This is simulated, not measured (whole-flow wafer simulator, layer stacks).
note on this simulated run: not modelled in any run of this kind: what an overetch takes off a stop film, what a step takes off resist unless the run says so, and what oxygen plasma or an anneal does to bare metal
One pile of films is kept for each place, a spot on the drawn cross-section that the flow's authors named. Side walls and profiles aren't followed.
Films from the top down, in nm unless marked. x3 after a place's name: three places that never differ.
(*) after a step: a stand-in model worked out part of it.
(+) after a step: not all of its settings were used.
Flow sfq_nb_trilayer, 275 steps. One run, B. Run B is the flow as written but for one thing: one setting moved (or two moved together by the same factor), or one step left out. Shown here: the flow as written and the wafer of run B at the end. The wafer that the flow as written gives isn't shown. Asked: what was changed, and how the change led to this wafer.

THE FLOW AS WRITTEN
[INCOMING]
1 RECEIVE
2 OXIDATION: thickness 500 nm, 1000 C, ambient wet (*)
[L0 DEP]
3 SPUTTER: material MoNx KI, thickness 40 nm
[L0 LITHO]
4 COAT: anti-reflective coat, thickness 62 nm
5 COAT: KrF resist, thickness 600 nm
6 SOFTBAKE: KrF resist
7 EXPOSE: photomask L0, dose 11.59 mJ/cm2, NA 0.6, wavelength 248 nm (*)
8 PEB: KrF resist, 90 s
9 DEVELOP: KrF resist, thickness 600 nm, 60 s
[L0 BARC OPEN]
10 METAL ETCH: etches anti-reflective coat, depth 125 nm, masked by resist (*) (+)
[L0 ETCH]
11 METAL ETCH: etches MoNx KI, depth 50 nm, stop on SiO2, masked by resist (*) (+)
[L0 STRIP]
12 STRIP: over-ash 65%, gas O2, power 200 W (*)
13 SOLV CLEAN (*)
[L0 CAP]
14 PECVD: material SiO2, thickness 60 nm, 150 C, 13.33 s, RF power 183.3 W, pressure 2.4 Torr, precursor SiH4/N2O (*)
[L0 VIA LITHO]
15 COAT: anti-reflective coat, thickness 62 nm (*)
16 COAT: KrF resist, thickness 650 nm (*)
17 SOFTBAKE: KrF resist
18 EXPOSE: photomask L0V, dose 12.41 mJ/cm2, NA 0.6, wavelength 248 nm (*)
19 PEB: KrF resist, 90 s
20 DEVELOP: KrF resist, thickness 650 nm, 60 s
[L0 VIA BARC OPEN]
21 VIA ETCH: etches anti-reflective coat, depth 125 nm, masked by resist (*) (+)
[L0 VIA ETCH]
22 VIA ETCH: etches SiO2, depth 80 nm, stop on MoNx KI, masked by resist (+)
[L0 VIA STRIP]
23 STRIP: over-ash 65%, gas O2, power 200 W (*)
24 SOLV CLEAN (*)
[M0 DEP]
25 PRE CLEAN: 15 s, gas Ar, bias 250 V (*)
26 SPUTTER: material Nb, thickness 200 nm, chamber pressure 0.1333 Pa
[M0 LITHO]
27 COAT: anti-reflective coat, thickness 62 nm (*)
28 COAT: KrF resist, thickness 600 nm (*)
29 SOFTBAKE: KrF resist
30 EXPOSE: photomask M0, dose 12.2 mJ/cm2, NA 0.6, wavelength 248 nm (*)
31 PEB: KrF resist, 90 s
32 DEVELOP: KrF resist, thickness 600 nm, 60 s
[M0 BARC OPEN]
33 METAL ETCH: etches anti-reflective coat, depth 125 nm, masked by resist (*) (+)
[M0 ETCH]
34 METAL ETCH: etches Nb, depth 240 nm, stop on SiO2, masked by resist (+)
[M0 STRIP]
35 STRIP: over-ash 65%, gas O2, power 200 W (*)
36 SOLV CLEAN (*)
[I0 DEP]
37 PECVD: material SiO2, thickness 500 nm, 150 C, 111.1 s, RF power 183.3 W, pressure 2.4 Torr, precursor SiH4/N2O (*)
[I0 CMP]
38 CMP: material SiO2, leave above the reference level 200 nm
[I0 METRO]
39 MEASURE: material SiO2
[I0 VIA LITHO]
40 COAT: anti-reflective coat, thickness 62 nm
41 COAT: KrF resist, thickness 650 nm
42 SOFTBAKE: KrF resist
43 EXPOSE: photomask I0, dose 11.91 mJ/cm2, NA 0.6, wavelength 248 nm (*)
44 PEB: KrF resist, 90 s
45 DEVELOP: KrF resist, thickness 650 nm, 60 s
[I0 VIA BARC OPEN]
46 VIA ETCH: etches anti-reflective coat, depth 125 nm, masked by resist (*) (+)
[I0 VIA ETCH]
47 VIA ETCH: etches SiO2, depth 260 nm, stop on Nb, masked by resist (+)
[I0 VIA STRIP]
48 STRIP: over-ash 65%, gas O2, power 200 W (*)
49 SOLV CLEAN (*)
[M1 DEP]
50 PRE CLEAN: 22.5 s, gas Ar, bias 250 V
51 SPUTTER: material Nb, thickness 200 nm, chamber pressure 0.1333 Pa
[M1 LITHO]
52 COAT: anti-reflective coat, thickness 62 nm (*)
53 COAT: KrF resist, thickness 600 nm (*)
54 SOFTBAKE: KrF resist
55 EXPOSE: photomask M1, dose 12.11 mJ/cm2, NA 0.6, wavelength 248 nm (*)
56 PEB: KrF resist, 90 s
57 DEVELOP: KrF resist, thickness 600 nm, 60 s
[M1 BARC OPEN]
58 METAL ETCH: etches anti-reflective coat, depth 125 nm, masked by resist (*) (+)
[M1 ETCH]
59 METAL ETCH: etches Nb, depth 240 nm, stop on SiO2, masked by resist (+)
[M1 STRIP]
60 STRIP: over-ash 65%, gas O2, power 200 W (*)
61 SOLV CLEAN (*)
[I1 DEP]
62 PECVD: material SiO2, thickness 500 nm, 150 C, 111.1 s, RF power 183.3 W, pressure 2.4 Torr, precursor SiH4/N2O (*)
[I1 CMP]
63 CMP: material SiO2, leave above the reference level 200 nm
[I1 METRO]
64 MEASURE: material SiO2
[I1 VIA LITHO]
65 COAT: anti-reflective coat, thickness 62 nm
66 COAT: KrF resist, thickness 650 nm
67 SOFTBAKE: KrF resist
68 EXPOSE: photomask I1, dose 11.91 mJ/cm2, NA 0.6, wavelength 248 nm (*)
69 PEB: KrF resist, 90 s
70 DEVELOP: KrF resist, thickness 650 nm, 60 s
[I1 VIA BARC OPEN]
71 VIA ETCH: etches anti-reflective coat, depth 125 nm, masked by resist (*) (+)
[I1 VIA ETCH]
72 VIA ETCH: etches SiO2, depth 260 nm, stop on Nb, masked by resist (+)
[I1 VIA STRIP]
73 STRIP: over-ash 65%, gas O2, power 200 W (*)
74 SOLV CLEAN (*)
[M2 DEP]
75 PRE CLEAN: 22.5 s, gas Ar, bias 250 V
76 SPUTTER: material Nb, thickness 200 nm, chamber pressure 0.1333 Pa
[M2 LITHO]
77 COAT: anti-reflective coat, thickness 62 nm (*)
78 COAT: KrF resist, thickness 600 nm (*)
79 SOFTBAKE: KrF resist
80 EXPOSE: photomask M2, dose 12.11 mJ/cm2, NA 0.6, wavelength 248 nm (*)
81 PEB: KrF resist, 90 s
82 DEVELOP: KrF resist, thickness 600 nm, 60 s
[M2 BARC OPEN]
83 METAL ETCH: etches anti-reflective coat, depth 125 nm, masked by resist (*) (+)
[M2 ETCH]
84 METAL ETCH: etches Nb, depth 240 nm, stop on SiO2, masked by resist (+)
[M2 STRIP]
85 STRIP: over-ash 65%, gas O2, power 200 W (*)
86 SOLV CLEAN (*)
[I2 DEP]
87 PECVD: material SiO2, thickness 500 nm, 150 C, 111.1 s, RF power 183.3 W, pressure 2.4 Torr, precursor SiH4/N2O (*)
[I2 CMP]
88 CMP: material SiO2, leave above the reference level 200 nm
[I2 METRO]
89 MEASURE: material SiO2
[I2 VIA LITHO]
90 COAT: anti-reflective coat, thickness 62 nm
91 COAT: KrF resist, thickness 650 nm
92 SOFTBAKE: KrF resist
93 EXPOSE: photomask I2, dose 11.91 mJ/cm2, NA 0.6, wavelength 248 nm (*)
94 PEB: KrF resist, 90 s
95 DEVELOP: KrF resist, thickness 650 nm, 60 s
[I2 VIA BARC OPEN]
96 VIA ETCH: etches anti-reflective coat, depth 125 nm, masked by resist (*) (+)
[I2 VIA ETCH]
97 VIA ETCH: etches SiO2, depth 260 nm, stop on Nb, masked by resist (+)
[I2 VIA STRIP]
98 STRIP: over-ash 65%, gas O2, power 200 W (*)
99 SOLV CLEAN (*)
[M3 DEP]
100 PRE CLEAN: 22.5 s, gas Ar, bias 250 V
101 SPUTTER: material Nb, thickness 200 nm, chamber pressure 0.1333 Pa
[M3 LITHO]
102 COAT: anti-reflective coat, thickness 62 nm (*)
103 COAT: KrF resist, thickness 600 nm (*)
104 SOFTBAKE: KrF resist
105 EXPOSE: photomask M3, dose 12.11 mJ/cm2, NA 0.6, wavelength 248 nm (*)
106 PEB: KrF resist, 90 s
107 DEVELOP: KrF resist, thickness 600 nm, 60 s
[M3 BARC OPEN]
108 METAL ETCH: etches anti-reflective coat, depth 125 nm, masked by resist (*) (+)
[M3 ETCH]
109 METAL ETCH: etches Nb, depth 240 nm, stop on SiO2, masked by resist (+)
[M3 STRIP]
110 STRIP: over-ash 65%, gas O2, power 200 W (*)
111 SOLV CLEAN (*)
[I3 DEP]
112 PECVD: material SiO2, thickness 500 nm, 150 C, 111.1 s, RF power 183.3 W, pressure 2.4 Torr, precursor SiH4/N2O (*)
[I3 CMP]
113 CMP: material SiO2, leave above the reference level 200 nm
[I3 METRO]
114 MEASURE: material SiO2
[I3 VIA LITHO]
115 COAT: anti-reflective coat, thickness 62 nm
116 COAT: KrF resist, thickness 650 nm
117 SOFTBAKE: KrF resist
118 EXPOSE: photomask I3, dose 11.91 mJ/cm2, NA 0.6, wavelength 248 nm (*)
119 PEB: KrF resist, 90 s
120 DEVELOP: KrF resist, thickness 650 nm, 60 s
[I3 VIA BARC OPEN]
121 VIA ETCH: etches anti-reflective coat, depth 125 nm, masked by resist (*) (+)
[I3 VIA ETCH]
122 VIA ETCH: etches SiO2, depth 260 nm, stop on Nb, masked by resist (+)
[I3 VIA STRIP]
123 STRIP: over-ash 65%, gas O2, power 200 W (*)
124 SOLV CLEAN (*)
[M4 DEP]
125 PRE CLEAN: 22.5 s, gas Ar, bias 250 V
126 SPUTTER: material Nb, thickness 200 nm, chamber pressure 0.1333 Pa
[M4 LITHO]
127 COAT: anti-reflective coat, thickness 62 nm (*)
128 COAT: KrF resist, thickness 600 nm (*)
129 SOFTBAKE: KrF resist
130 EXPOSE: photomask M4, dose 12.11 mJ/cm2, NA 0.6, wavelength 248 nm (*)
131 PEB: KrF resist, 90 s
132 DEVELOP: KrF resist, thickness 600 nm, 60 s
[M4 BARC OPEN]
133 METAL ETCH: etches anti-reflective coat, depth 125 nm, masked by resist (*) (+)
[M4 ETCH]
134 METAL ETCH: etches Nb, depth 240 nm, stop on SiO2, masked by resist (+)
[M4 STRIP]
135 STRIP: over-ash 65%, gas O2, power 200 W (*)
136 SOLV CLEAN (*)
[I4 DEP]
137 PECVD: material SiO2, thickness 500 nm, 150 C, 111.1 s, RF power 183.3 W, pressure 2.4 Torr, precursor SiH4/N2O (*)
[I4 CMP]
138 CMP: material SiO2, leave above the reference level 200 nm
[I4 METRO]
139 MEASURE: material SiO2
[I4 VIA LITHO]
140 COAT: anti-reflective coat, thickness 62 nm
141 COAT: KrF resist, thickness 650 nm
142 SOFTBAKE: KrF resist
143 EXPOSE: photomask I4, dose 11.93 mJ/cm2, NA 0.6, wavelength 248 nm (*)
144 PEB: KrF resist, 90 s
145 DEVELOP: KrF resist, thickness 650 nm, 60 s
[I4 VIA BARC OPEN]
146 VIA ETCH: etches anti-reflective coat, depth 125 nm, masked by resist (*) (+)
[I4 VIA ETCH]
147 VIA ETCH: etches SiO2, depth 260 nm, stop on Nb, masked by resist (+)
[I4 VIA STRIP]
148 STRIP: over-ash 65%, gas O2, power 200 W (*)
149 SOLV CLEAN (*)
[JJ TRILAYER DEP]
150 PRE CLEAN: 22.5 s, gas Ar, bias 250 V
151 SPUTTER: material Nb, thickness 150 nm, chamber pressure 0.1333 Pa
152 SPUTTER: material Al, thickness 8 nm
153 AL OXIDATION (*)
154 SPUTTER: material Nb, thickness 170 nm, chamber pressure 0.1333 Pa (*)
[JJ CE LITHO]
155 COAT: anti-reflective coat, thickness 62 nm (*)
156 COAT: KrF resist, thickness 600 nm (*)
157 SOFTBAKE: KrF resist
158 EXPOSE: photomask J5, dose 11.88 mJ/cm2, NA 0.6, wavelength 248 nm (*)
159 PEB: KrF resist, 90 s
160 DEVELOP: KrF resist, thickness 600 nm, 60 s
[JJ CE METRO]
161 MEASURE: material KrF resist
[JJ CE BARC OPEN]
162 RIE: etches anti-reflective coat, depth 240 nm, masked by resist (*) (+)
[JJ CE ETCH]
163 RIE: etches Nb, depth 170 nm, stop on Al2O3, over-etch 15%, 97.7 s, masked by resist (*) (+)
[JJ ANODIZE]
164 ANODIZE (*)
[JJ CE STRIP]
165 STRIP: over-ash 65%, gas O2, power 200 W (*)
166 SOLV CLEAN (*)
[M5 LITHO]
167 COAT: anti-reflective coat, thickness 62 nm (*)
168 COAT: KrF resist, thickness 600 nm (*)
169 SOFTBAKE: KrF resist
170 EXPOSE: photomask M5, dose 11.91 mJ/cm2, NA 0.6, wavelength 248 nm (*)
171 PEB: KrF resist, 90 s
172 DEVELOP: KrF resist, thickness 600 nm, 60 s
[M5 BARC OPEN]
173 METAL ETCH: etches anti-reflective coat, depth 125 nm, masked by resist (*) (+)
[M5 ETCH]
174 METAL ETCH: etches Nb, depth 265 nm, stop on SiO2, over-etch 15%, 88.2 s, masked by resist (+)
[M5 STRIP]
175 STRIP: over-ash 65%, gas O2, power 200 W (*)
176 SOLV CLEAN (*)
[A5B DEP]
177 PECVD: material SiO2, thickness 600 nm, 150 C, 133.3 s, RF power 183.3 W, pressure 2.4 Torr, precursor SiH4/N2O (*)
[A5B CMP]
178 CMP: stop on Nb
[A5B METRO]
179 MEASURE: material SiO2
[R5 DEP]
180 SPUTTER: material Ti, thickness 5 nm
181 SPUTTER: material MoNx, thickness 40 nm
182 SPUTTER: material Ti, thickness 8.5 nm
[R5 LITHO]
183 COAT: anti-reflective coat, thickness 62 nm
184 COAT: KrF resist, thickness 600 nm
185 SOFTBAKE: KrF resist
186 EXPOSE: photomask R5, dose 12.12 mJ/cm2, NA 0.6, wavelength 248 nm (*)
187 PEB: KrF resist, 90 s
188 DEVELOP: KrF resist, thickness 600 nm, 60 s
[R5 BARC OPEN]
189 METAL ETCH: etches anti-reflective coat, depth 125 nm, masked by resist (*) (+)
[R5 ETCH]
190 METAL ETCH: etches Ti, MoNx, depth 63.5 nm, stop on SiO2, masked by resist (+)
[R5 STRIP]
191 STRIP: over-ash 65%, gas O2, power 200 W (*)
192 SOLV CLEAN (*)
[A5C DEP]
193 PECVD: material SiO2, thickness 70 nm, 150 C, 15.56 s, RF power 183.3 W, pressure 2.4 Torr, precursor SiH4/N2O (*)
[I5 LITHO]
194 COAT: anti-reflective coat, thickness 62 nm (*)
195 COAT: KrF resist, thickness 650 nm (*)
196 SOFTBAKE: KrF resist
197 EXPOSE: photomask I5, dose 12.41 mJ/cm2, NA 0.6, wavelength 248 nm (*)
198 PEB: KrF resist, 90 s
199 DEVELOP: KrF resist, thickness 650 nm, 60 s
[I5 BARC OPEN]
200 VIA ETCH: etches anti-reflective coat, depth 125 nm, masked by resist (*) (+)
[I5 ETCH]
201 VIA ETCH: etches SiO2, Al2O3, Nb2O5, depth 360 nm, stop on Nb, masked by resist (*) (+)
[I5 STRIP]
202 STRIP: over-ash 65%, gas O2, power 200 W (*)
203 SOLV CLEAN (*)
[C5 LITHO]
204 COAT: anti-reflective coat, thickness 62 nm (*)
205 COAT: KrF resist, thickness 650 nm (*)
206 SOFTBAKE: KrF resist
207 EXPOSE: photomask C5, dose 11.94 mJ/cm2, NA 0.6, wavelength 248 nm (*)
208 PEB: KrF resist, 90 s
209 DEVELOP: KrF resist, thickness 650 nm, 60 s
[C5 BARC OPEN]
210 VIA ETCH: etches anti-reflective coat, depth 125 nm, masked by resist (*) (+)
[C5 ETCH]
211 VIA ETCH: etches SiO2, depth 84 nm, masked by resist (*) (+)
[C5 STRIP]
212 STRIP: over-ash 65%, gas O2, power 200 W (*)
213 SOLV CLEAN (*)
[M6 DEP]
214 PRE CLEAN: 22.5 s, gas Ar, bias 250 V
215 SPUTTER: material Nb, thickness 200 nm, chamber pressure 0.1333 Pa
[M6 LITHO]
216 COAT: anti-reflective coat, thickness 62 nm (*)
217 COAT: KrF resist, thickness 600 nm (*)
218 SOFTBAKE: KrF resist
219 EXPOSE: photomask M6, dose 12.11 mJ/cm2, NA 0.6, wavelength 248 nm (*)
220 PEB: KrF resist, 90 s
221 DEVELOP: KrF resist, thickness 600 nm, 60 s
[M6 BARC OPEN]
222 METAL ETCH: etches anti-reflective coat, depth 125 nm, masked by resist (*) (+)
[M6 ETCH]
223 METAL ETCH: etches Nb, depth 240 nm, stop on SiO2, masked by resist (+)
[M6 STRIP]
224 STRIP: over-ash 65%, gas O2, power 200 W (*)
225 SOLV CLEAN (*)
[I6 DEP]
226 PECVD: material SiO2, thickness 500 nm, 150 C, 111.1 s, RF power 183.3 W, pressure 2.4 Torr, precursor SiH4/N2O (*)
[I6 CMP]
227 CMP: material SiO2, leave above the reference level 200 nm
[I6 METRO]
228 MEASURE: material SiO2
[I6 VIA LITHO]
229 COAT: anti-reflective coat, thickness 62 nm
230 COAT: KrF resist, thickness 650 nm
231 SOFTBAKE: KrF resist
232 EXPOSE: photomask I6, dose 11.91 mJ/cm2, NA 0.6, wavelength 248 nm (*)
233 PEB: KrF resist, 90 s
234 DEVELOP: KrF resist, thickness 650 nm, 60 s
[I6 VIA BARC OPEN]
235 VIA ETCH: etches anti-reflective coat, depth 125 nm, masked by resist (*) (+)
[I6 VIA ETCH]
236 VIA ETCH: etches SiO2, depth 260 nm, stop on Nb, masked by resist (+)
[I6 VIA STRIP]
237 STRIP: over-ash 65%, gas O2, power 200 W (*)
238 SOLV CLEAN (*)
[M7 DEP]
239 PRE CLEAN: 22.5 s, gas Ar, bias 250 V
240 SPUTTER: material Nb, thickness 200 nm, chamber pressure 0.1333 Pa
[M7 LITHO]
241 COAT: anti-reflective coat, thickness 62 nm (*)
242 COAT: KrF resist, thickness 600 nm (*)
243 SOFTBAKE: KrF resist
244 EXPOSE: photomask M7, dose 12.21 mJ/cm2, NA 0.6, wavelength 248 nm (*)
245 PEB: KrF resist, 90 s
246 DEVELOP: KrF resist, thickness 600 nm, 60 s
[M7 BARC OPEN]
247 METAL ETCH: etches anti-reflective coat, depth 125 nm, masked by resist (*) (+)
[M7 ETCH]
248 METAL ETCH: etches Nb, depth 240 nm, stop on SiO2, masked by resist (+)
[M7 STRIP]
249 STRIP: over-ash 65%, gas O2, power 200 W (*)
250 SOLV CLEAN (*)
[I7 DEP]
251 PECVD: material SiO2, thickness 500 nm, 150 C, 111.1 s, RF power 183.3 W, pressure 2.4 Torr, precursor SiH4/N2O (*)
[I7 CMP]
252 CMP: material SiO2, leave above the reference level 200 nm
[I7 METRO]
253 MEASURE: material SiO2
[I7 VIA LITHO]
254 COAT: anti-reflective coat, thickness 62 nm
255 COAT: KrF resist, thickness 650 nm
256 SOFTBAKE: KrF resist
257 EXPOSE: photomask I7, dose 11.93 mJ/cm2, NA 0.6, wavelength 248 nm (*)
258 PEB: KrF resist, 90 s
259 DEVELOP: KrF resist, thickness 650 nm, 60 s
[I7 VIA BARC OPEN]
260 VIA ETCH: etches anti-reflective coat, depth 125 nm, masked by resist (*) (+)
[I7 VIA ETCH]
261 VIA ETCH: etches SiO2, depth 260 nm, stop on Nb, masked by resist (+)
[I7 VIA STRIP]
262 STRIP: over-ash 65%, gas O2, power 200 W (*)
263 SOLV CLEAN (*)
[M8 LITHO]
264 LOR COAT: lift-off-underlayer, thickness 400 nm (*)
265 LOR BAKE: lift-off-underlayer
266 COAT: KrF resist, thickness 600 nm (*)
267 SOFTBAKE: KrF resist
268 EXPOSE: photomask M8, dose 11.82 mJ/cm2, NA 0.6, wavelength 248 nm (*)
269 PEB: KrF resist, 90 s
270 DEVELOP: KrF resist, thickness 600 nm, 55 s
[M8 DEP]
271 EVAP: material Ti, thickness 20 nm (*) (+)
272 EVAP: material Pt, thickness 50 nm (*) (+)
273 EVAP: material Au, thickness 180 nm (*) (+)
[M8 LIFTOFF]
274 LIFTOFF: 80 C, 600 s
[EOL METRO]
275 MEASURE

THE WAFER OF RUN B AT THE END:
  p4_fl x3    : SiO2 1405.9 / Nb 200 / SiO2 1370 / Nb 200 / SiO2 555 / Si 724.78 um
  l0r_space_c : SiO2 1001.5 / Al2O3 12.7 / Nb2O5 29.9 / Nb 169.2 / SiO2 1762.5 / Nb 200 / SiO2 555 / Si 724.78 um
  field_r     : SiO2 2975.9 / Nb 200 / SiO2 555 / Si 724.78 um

The cause: step 151, SPUTTER: thickness 180 nm was run, where the flow has thickness 150 nm.

How the change led to this, step by step:
  151 SPUTTER: material Nb, thickness 150 nm, chamber pressure 0.1333 Pa
      field_l, v_sur, via_sp and 100 more: Nb +180 (new film) (as written it would be: Nb +150 (new film))
      via_wl, via_w, via_wr: Nb +156.7 (as written it would be: Nb +130.4)
  155 COAT: anti-reflective coat, thickness 62 nm (*)
      via_wl, via_wr: anti-reflective coat +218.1 (new film) (as written it would be: anti-reflective coat +209.4 (new film))
      via_w: anti-reflective coat +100 (new film) (as written it would be: anti-reflective coat +97.4 (new film))
  162 RIE: etches anti-reflective coat, depth 240 nm, masked by resist (*) (+)
      ce_l, c5j, ce_r, wl_jj: KrF resist -218.1 (as written it would be: KrF resist -209.4)
      via_wl, via_wr: anti-reflective coat -218.1 (all of it) (as written it would be: anti-reflective coat -209.4 (all of it))
      (and at 1 more place)
  165 STRIP: over-ash 65%, gas O2, power 200 W (*)
      c5j, ce_r: KrF resist -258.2 (all of it), anti-reflective coat -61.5 (all of it) (as written it would be: KrF resist -266.9 (all of it), anti-reflective coat -61.5 (all of it))
      ce_l: KrF resist -258.1 (all of it), anti-reflective coat -61.4 (all of it) (as written it would be: KrF resist -266.8 (all of it), anti-reflective coat -61.4 (all of it))
      (and at 1 more place)
  167 COAT: anti-reflective coat, thickness 62 nm (*)
      via_wl: anti-reflective coat +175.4 (new film) (as written it would be: anti-reflective coat +170.5 (new film))
      via_wr: anti-reflective coat +175.4 (new film) (as written it would be: anti-reflective coat +170.6 (new film))
      (and at 1 more place)
  174 METAL ETCH: etches Nb, depth 265 nm, stop on SiO2, over-etch 15%, 88.2 s, masked by resist (+)
      field_l, r_sur, res and 49 more: Al2O3 -12.6 (all of it), Nb2O5 -29.9 (all of it), Nb -169.2 (all of it), SiO2 -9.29 (as written it would be: Al2O3 -12.6 (all of it), Nb2O5 -29.9 (all of it), Nb -139.2 (all of it), SiO2 -12.3)
      wl_a_sl: Al2O3 -12.6 (all of it), Nb2O5 -29.9 (all of it), Nb -169.2 (all of it), SiO2 -9.3 (as written it would be: Al2O3 -12.6 (all of it), Nb2O5 -29.9 (all of it), Nb -139.2 (all of it), SiO2 -12.3)
  175 STRIP: over-ash 65%, gas O2, power 200 W (*)
      via_wl: KrF resist -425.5 (all of it), anti-reflective coat -175.4 (all of it) (as written it would be: KrF resist -427 (all of it), anti-reflective coat -170.5 (all of it))
      via_wr: KrF resist -426 (all of it), anti-reflective coat -175.4 (all of it) (as written it would be: KrF resist -427.6 (all of it), anti-reflective coat -170.6 (all of it))
      (and at 1 more place)
  178 CMP: stop on Nb
      field_l, p4_fl x3, p4_w1 x9 and 29 more: SiO2 -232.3 (as written it would be: SiO2 -259.3)
      r_sur, res, r_end, moat, field_r, lsp_l: SiO2 -224.3 (as written it would be: SiO2 -252.3)
      (and at 5 more places)
